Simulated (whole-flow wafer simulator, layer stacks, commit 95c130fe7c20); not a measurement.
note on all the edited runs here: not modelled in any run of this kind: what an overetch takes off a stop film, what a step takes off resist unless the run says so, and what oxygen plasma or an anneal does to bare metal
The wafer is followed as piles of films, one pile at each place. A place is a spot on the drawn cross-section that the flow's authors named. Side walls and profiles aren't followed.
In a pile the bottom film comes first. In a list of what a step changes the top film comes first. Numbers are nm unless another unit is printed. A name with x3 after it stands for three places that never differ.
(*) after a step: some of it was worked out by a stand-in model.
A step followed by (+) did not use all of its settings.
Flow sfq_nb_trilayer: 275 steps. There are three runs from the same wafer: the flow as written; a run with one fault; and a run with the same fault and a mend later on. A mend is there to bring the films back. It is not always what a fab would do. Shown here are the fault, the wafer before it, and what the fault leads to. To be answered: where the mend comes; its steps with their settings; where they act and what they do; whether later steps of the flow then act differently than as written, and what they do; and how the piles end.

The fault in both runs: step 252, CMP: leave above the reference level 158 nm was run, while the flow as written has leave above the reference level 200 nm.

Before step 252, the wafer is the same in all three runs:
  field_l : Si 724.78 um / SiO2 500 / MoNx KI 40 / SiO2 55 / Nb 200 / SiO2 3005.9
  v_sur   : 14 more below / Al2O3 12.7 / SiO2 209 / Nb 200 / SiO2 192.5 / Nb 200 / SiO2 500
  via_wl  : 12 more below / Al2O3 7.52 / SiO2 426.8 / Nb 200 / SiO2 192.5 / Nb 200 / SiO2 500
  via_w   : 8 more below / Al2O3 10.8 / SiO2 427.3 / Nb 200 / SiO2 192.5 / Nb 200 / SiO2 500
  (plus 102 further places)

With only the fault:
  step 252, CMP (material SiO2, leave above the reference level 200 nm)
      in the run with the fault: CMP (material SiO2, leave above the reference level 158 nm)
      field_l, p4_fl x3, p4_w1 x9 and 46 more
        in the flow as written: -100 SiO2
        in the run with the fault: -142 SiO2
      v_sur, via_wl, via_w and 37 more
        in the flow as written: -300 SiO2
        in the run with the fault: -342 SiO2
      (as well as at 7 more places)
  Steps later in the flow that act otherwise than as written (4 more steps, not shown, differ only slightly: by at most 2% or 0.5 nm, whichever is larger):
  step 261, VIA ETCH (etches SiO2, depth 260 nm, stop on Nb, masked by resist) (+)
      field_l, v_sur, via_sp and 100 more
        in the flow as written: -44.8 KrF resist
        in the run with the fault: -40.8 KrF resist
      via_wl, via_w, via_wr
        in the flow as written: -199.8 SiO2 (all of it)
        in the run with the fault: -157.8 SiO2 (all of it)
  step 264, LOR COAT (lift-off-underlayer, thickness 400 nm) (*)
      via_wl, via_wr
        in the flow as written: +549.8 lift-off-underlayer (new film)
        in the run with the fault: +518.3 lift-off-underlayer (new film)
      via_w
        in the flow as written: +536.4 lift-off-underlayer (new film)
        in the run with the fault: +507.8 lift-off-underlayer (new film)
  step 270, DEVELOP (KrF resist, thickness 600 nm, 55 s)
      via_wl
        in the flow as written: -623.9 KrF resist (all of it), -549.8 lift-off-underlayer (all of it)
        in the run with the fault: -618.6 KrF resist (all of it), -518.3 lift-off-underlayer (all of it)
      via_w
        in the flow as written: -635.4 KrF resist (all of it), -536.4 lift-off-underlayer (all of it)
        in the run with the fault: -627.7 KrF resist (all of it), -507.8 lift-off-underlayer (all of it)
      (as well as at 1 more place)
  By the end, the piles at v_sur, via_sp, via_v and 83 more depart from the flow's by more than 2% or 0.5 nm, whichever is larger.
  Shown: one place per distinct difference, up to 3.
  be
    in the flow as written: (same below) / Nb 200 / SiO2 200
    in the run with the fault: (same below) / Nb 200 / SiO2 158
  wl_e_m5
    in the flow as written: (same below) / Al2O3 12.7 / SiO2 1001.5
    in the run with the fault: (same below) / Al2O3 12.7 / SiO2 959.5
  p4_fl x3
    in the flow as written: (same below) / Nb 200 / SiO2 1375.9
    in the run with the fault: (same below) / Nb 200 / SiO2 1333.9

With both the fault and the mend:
  The mend stands after step 259.
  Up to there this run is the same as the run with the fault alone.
  step 259a, STRIP (over-ash 65%, gas O2, power 200 W) (*)
      field_l, v_sur, via_sp and 100 more
        -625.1 KrF resist (all of it), -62 anti-reflective coat (all of it)
      via_wl, via_w, via_wr
        -62 anti-reflective coat (all of it)
  step 259b, PECVD (material SiO2, thickness 42 nm, 150 C, 9.333 s, RF power 183.3 W, pressure 2.4 Torr, precursor SiH4/N2O) (a further turn of the flow's step 251, with different settings)
      field_l, v_sur, via_wl and 103 more
        +42 SiO2
  step 259c, COAT (anti-reflective coat, thickness 62 nm) (a further turn of the flow's step 254)
      field_l, v_sur, via_wl and 103 more
        +62 anti-reflective coat (new film)
  step 259d, COAT (KrF resist, thickness 650 nm) (a further turn of the flow's step 255)
      field_l, v_sur, via_wl and 103 more
        +650 KrF resist (new film)
  step 259e, SOFTBAKE (KrF resist) (a further turn of the flow's step 256)
      leaves every film unchanged at each place that is followed
  step 259f, EXPOSE (photomask I7, dose 11.93 mJ/cm2, NA 0.6, wavelength 248 nm) (*) (a further turn of the flow's step 257)
      leaves every film unchanged at each place that is followed
  step 259g, PEB (KrF resist, 90 s) (a further turn of the flow's step 258)
      field_l, v_sur, via_wl and 103 more
        -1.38 KrF resist
  step 259h, DEVELOP (KrF resist, thickness 650 nm, 60 s) (a further turn of the flow's step 259)
      field_l, v_sur, via_sp and 100 more
        -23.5 KrF resist
      via_wl, via_w, via_wr
        -648.6 KrF resist (all of it)
  Later steps of the flow that are run all act as written at every place that is followed.
  At every place that both follow, the piles at the end match the flow's.
